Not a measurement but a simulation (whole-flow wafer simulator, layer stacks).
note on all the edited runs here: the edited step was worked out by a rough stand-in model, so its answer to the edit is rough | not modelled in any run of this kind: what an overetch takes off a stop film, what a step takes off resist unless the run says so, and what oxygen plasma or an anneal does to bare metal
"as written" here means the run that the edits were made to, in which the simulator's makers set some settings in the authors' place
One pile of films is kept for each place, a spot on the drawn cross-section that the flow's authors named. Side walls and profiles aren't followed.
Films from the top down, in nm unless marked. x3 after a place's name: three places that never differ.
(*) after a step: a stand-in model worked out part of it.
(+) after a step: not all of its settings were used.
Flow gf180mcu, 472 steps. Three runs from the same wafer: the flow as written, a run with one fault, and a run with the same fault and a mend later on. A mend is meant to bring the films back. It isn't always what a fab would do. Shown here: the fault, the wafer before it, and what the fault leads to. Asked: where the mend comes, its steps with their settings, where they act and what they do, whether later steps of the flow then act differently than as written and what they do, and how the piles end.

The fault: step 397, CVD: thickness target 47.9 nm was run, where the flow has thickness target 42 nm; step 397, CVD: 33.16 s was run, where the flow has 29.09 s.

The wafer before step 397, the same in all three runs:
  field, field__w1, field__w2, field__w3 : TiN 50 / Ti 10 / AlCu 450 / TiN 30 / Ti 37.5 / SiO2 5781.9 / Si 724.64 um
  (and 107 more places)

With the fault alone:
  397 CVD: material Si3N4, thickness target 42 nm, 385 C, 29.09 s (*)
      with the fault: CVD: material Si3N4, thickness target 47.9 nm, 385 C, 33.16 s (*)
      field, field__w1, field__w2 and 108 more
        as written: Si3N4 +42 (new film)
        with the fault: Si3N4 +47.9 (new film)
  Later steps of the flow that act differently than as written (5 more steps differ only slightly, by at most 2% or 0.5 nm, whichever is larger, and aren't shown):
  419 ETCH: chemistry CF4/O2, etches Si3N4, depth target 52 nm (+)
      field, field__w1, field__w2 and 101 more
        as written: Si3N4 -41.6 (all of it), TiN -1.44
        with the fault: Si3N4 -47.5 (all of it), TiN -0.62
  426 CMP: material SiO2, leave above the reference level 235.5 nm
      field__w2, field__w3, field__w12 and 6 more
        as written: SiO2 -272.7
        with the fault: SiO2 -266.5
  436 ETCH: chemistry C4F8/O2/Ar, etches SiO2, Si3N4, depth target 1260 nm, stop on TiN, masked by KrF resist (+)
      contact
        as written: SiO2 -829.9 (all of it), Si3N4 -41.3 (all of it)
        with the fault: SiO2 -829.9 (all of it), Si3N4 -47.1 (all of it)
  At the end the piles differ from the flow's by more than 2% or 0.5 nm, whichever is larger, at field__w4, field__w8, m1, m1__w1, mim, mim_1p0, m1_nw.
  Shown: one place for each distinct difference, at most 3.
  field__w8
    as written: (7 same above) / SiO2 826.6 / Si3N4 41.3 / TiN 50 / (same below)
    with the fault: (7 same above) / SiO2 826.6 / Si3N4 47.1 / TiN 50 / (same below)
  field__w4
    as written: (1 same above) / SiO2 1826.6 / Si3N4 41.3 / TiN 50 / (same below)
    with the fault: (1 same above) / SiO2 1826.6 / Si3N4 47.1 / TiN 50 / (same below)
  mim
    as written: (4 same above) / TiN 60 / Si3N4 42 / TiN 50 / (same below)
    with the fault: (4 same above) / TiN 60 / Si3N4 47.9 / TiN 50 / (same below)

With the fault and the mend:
  The mend comes after step 397.
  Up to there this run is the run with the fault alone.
  397a WET ETCH: chemistry H3PO4, depth target 5.9 nm, 160 C (the flow's step 14 once more, with other settings)
      field, field__w1, field__w2 and 108 more
        Si3N4 -5.9
  No later step of the flow acts differently than as written, at any place that is followed, by more than 2% or 0.5 nm, whichever is larger.
  At the end the piles differ from the flow's only slightly at the places that both follow, by at most 2% or 0.5 nm, whichever is larger.
